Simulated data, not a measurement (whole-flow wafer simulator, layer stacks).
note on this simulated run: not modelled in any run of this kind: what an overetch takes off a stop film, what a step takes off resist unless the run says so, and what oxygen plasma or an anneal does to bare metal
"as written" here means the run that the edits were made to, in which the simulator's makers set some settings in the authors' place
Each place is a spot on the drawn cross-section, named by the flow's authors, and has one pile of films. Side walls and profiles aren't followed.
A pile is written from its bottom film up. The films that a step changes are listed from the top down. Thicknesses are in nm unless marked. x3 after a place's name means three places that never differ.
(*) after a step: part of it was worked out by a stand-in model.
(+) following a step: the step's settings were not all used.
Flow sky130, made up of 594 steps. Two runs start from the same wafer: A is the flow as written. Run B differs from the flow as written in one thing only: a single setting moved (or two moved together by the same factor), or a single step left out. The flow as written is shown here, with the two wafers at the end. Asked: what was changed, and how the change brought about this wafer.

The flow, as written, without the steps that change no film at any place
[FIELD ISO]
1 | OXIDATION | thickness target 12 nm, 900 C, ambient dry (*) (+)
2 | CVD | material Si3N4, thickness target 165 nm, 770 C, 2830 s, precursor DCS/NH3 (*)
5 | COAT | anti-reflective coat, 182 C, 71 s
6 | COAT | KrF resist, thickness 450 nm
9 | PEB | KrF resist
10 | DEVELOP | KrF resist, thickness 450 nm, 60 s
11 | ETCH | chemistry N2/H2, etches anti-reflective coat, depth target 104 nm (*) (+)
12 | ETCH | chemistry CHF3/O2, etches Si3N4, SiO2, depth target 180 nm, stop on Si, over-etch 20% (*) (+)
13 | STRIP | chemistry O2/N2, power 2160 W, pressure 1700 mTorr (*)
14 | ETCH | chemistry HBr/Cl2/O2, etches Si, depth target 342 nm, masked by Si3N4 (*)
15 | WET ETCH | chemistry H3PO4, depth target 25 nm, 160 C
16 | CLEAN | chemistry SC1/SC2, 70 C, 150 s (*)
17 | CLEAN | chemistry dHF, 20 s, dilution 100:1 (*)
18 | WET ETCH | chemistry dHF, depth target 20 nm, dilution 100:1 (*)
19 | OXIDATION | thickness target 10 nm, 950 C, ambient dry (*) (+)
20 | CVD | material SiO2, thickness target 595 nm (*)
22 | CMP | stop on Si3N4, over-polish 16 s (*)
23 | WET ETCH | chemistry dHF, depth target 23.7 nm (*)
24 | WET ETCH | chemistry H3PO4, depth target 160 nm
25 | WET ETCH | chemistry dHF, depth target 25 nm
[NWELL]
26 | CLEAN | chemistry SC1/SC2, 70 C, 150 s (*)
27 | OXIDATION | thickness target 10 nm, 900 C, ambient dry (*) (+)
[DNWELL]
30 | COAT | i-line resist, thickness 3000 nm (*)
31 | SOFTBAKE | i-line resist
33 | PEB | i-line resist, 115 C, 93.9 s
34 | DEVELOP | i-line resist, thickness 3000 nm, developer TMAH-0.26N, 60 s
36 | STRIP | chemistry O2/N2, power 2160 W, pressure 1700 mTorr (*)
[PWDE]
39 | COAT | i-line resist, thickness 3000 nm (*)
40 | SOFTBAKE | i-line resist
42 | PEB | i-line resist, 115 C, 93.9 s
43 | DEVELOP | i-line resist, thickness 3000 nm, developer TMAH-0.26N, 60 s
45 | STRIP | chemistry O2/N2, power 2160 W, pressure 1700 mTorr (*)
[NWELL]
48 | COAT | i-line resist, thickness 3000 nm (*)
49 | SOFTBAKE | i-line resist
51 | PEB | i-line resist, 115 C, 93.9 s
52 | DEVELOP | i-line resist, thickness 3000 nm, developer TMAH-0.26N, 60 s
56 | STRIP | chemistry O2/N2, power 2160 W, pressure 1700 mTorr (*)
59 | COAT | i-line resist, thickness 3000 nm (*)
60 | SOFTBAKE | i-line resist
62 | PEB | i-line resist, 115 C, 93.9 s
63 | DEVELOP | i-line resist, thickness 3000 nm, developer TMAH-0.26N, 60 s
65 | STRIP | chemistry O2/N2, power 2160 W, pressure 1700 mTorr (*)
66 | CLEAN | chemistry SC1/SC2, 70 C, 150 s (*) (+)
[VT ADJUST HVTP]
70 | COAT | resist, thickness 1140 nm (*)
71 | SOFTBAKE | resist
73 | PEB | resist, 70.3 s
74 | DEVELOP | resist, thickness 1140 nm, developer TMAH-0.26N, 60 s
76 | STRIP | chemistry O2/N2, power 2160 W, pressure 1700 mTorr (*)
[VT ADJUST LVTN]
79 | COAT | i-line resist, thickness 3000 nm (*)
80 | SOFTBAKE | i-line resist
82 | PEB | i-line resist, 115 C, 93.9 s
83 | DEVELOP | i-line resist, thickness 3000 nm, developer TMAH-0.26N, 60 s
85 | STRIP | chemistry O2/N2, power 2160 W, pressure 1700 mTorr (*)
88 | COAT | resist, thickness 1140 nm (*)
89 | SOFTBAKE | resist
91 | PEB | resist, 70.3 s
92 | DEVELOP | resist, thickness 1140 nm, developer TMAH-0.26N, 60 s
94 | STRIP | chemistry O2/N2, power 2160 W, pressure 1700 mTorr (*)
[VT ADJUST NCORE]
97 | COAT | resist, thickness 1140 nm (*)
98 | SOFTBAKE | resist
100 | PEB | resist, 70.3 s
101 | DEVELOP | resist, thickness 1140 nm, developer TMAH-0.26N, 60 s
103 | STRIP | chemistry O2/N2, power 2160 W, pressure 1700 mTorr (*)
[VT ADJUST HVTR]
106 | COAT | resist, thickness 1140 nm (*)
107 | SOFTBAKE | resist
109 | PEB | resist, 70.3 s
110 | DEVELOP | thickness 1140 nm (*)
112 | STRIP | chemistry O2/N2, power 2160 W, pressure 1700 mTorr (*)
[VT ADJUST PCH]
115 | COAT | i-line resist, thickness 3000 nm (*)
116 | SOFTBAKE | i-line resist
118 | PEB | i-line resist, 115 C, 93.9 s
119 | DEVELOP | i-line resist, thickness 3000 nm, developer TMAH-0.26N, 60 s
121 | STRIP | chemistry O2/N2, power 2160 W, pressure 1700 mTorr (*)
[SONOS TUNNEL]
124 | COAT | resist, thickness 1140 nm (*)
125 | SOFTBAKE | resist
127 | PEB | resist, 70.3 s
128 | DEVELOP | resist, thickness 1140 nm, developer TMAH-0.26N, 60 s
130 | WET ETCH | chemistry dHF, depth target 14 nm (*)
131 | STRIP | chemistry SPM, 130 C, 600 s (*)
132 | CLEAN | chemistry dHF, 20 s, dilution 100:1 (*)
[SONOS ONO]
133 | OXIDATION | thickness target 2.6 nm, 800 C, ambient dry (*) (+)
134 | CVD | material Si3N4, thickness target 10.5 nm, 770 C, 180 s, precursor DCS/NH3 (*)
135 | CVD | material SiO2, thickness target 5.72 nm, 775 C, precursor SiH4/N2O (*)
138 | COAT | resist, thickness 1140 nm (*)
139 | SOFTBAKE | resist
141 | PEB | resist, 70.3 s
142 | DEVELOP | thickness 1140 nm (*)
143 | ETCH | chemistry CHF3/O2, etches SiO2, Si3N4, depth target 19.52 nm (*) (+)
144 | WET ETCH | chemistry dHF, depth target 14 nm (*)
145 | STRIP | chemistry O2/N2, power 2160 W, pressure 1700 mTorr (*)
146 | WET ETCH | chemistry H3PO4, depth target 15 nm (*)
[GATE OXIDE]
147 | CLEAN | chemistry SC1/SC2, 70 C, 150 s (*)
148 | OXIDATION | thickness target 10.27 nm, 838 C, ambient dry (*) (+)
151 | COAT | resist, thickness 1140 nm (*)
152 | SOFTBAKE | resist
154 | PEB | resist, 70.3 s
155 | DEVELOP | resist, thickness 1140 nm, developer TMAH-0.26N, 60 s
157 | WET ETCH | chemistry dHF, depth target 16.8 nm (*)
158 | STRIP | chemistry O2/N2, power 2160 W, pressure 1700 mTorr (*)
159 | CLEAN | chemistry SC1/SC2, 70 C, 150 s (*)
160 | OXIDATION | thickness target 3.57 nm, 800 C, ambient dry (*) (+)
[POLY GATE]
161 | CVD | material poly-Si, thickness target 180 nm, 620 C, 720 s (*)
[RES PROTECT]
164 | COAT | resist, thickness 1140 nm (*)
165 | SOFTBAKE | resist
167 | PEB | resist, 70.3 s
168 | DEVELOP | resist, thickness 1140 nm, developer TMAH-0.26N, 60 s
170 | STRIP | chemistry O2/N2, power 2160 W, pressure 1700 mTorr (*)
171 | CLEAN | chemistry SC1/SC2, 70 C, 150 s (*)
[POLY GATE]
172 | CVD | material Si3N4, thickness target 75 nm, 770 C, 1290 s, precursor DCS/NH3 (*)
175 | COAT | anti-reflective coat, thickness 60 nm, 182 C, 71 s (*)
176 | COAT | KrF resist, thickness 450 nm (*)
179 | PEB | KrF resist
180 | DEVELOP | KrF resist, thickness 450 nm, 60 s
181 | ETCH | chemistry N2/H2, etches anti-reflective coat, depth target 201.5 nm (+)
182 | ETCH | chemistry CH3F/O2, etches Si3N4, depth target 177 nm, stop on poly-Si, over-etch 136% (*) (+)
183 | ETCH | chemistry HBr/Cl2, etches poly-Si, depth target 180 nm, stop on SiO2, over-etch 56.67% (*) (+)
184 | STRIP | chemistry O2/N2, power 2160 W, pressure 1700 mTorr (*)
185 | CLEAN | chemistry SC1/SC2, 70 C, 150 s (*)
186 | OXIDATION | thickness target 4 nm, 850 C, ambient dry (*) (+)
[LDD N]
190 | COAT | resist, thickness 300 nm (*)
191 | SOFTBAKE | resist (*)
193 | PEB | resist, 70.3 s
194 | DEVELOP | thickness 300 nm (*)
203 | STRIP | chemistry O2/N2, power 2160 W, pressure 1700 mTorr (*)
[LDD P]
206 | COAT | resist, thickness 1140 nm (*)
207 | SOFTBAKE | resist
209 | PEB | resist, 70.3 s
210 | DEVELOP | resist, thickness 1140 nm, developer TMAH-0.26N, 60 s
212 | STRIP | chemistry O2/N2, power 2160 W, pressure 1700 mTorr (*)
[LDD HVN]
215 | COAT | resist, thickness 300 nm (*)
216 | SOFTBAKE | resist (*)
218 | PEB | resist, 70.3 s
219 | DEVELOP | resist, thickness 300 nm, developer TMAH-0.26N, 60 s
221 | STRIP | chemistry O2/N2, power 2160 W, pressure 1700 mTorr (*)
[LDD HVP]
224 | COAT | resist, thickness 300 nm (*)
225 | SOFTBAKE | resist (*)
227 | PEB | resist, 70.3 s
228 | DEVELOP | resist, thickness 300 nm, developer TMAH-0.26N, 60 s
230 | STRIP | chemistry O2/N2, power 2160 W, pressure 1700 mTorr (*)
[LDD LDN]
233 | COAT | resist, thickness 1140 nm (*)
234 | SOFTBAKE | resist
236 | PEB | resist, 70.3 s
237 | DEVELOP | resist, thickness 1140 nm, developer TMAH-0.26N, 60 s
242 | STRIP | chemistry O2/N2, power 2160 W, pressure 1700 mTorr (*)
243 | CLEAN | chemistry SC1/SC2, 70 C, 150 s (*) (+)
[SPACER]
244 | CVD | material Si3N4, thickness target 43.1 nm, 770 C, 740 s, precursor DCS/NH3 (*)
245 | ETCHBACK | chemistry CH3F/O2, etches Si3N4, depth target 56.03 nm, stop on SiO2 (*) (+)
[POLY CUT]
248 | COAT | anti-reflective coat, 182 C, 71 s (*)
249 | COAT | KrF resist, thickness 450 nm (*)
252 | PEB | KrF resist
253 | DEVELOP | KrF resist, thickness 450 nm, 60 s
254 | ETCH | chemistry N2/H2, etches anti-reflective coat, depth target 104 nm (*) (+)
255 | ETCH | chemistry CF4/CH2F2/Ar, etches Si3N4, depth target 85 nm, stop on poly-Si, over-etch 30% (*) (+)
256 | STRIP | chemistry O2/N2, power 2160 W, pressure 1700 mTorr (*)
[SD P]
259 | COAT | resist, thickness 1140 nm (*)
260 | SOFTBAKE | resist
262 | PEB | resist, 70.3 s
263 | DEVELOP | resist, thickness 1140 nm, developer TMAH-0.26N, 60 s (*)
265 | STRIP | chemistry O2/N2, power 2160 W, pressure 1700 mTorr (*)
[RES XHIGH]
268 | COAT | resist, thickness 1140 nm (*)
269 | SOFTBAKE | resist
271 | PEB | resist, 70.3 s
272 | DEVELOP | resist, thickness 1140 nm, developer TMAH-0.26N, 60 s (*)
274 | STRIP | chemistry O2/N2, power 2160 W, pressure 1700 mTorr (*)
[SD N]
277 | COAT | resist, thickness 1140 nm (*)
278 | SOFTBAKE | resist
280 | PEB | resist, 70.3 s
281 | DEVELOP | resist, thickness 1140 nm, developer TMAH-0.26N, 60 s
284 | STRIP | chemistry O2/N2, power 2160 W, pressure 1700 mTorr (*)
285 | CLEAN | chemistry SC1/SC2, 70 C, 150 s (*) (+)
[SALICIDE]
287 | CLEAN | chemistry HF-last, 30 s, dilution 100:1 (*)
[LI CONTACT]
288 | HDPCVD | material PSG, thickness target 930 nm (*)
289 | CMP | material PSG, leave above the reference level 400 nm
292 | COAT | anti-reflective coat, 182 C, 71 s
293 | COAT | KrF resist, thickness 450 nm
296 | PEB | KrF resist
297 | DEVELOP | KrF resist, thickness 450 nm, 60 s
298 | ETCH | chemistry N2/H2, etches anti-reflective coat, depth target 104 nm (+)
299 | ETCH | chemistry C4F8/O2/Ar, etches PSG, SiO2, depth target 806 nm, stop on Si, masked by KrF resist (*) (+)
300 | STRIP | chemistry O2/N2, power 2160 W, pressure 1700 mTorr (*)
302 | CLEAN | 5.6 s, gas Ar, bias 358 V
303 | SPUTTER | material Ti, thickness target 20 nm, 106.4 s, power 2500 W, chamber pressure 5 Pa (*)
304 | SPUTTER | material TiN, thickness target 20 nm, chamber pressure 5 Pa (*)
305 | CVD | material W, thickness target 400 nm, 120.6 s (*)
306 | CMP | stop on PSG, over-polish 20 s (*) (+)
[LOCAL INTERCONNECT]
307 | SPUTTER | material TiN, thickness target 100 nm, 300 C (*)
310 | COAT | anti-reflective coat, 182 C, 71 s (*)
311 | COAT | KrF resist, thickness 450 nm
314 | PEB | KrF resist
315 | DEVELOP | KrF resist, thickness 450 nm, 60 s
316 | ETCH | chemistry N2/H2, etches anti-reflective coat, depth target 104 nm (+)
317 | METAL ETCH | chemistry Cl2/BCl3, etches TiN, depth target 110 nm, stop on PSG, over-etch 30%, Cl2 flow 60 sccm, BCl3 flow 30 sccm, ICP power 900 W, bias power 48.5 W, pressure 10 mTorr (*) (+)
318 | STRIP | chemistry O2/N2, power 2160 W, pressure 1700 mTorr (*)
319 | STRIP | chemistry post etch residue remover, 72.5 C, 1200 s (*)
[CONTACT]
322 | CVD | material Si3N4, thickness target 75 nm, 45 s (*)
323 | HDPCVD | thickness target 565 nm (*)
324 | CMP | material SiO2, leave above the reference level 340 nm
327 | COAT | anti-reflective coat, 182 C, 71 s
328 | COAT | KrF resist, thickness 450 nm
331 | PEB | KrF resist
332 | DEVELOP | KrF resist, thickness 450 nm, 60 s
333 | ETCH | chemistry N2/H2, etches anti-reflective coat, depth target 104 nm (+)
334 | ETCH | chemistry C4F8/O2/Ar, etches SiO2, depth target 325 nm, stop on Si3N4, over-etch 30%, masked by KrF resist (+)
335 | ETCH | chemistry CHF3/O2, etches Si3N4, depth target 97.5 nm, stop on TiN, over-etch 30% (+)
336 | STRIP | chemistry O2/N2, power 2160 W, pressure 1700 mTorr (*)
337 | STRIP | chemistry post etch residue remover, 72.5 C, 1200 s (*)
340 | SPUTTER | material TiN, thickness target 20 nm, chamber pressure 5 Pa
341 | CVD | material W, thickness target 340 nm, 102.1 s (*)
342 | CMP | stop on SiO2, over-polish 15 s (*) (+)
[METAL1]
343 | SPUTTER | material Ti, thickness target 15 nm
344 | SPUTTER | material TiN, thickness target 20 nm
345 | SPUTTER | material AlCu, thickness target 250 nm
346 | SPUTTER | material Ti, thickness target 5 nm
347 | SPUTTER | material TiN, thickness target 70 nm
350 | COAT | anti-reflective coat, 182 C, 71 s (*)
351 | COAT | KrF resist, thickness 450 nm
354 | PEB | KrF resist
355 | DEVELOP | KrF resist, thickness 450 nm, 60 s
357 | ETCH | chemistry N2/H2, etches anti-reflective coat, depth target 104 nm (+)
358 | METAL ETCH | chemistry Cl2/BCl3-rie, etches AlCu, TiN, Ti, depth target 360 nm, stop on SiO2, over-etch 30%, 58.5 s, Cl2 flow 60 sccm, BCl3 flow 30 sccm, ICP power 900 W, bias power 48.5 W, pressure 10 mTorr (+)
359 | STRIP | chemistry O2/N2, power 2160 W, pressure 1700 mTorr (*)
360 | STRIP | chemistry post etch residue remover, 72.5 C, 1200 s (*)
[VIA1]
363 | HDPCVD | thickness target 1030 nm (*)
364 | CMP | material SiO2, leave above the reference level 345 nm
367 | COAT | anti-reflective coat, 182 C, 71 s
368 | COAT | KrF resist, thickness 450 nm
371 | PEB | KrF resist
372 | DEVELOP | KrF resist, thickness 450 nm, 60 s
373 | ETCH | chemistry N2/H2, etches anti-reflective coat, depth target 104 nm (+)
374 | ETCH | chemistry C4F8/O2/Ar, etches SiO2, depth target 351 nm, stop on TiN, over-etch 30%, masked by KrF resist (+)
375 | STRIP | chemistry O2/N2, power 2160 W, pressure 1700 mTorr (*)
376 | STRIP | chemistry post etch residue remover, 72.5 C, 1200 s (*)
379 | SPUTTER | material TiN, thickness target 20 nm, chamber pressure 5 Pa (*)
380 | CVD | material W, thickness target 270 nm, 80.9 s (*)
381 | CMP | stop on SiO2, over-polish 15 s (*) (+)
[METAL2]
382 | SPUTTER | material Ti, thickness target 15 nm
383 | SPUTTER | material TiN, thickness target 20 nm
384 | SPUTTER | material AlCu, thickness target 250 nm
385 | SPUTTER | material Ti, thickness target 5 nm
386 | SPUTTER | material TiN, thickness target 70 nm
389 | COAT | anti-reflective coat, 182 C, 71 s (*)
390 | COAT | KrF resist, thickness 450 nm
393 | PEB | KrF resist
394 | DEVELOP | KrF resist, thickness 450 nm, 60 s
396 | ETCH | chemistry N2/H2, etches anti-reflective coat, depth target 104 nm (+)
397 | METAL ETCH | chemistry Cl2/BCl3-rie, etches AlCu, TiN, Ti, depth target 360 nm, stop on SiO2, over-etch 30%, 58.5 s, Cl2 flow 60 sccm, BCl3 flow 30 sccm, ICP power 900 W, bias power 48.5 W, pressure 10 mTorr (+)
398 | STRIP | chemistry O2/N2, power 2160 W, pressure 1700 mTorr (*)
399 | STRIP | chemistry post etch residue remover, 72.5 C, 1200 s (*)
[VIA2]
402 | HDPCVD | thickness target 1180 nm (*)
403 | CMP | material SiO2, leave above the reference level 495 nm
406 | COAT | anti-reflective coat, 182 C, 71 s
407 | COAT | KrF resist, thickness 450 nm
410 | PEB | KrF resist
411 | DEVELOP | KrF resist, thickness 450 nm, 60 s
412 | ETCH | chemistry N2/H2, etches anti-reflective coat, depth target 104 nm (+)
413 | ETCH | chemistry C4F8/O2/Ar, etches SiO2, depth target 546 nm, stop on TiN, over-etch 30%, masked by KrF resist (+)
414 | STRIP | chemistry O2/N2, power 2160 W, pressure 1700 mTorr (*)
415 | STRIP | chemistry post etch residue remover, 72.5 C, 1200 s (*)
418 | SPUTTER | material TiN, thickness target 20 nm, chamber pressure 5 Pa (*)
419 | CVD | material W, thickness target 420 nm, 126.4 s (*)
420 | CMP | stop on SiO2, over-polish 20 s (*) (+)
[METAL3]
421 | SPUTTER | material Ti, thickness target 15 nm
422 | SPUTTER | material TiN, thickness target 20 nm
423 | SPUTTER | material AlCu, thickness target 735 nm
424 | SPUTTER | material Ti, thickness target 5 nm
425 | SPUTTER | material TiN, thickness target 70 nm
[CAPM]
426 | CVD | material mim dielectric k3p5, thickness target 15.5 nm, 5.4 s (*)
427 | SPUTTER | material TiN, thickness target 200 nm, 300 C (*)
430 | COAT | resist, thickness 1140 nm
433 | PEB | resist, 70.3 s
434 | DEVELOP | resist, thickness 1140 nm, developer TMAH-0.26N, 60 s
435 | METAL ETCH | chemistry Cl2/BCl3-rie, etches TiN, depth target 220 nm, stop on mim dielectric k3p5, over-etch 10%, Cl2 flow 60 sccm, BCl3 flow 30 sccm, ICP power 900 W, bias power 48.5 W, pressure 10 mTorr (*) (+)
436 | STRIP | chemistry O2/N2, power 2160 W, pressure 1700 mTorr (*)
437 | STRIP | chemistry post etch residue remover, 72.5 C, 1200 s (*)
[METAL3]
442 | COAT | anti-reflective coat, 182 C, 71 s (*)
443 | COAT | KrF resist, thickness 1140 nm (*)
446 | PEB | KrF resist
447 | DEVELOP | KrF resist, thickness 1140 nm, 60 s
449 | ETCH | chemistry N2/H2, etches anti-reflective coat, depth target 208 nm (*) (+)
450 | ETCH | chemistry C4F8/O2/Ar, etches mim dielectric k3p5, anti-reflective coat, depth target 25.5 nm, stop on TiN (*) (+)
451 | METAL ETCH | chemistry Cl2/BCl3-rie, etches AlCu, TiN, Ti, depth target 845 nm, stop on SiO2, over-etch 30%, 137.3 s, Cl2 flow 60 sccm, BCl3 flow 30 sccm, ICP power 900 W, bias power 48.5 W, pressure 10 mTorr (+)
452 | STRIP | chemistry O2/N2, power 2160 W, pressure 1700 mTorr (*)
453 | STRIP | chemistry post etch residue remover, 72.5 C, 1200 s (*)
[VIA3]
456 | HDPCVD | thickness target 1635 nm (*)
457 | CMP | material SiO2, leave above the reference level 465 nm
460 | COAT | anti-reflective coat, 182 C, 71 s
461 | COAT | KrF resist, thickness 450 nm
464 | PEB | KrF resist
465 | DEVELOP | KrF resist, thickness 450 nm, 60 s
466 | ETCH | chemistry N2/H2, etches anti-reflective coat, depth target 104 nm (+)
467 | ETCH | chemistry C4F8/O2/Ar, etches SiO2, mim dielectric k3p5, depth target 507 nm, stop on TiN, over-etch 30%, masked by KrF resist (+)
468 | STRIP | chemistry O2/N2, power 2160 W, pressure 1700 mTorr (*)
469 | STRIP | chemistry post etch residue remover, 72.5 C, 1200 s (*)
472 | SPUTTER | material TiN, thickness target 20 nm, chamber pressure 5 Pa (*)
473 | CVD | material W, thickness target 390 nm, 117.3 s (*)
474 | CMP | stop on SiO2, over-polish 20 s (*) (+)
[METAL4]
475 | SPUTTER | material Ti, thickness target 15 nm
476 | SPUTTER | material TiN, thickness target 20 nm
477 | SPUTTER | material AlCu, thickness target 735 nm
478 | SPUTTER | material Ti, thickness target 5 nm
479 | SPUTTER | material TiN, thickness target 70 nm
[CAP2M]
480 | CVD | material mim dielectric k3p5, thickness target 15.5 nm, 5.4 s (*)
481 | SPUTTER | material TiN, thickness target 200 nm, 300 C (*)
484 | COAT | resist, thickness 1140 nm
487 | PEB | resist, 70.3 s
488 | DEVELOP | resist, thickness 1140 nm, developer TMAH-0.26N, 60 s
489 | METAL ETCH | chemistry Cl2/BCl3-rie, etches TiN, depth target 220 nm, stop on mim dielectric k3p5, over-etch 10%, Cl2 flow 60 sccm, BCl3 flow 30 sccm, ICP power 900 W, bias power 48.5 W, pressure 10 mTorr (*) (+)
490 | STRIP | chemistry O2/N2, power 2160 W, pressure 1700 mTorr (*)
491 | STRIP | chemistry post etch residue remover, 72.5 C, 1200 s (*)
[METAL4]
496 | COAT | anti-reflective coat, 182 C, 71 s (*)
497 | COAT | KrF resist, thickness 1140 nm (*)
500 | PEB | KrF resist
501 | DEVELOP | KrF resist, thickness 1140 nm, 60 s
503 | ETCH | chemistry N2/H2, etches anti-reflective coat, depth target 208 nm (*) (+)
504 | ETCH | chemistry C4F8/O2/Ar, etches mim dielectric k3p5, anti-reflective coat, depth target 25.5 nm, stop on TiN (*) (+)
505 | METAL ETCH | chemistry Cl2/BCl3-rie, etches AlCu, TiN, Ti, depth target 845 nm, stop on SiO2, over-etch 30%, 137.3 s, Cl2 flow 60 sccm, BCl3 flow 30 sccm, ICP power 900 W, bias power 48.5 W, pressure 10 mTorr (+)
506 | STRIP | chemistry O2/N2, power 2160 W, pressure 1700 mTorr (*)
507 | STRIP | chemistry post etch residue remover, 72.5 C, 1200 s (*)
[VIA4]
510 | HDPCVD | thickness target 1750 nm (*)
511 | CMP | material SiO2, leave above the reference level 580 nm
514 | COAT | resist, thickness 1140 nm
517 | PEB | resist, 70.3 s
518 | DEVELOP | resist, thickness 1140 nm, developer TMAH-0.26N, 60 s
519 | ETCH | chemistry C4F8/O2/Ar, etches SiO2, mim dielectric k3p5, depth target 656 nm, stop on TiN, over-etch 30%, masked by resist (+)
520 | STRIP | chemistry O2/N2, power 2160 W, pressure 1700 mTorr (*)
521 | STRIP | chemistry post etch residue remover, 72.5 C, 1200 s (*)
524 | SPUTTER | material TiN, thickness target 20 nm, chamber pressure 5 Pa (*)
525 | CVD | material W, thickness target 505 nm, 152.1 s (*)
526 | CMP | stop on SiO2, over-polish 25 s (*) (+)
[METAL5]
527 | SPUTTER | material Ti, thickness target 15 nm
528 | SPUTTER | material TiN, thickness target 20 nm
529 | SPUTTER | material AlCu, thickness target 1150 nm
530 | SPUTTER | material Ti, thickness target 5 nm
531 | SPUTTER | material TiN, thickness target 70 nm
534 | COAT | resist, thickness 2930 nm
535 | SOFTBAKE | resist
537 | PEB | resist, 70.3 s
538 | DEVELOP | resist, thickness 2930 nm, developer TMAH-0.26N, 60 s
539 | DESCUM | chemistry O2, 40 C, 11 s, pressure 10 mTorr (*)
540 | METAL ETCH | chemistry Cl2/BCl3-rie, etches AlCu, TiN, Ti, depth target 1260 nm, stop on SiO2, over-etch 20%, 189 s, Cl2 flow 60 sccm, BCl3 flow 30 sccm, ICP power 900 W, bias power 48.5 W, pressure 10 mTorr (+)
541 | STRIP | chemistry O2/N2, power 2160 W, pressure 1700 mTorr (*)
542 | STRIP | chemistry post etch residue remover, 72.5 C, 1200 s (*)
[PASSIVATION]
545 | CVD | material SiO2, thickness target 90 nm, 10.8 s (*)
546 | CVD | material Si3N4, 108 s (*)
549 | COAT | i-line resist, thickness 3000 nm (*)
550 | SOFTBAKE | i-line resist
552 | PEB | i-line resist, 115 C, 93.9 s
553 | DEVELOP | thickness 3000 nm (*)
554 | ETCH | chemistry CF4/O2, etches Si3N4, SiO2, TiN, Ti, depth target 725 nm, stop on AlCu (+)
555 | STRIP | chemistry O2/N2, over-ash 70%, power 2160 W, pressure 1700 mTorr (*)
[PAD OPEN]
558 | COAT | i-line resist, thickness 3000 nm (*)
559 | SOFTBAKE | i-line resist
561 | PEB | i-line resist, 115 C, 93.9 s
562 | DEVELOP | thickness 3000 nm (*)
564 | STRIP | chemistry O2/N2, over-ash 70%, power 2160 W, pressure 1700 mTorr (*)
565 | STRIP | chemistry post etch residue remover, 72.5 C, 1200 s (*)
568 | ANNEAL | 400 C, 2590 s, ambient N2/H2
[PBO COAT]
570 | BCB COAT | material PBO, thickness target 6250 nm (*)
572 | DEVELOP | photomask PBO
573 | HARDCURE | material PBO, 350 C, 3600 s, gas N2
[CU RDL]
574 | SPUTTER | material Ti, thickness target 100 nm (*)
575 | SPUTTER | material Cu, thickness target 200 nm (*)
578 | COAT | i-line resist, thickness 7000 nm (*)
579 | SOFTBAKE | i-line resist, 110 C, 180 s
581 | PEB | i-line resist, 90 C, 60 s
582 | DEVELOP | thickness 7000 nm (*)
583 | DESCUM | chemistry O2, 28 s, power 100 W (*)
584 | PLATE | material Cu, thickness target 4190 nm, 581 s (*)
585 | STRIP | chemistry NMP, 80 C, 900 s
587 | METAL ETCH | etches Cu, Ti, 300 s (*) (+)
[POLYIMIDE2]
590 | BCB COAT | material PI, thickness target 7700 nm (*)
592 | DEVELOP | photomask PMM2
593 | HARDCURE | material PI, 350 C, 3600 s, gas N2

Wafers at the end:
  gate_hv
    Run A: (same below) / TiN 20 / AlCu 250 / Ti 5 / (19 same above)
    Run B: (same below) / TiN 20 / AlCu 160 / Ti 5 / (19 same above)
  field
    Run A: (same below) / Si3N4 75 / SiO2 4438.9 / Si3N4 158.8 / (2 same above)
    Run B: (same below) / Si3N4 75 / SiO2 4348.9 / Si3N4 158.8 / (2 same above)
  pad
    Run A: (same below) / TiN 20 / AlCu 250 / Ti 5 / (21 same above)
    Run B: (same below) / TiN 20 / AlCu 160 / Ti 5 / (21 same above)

What caused this: step 384, SPUTTER: thickness target 160 nm was run, though the flow has thickness target 250 nm.
The wafer lets one read it off: gate_hv has AlCu 160, and step 384 as written asks for 250 nm.

The path from the change to this, step by step:
  384 | SPUTTER | material AlCu, thickness target 250 nm
      field, active, n_well and 188 more: A +250 AlCu (new film) | B +160 AlCu (new film)
  397 | METAL ETCH | chemistry Cl2/BCl3-rie, etches AlCu, TiN, Ti, depth target 360 nm, stop on SiO2, over-etch 30%, 58.5 s, Cl2 flow 60 sccm, BCl3 flow 30 sccm, ICP power 900 W, bias power 48.5 W, pressure 10 mTorr (+)
      field, active, gate and 82 more: A -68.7 TiN (all of it), -5 Ti (all of it), -250 AlCu (all of it), -20 TiN (all of it), -15 Ti (all of it), -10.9 SiO2 | B -68.7 TiN (all of it), -5 Ti (all of it), -160 AlCu (all of it), -20 TiN (all of it), -15 Ti (all of it), -19.9 SiO2
  403 | CMP | material SiO2, leave above the reference level 495 nm
      field, active, gate and 82 more: A -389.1 SiO2 | B -470.1 SiO2
